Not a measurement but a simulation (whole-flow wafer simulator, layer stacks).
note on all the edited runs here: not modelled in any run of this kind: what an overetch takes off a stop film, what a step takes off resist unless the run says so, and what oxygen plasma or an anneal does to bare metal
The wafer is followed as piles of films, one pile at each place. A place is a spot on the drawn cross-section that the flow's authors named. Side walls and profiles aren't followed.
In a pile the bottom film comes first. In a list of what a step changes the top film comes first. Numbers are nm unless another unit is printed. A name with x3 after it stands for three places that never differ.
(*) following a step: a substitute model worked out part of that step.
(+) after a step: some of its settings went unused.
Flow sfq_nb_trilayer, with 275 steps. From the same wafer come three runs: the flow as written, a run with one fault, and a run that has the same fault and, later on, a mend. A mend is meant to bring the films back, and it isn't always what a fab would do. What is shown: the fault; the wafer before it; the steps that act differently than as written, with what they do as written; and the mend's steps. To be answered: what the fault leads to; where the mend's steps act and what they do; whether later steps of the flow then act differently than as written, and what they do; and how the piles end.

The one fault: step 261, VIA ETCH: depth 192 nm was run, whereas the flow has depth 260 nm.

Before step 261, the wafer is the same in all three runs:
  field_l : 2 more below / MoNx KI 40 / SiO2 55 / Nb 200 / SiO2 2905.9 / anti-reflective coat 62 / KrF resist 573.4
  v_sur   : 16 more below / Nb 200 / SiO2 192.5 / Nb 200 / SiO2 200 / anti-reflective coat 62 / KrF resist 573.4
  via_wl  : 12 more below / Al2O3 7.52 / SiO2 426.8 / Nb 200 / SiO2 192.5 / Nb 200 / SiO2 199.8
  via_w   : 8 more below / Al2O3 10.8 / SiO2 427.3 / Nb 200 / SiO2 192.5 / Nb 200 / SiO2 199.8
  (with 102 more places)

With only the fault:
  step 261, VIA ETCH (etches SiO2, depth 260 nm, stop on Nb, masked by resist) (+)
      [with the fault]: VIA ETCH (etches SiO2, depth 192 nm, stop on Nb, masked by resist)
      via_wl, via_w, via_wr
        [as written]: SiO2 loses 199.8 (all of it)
        [with the fault]: SiO2 loses 192
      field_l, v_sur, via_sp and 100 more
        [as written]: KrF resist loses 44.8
        [with the fault]: KrF resist loses 33.1
  Steps later in the flow that act otherwise than as written (5 other steps are not shown; they differ only slightly, by no more than 2% or 0.5 nm, whichever is larger):
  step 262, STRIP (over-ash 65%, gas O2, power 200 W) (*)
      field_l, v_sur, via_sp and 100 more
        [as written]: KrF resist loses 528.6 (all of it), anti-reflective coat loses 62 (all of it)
        [with the fault]: KrF resist loses 540.3 (all of it), anti-reflective coat loses 62 (all of it)
  The piles end different from the flow's at via_wl, via_w, via_wr by more than 2% or 0.5 nm, whichever is larger.
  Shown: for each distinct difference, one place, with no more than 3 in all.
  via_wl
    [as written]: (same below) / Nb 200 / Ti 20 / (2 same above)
    [with the fault]: (same below) / Nb 200 / SiO2 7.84 / Ti 20 / (2 same above)

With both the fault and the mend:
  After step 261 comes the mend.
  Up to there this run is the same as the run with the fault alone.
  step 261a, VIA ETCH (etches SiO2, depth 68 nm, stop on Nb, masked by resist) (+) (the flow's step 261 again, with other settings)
      field_l, v_sur, via_sp and 100 more
        KrF resist loses 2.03
      via_wl, via_w, via_wr
        SiO2 loses 7.84 (all of it)
  None of the later steps of the flow differs from how it acts as written, at any place that is followed, by more than 2% or 0.5 nm, whichever is larger.
  At every place that both follow, the piles at the end match the flow's.
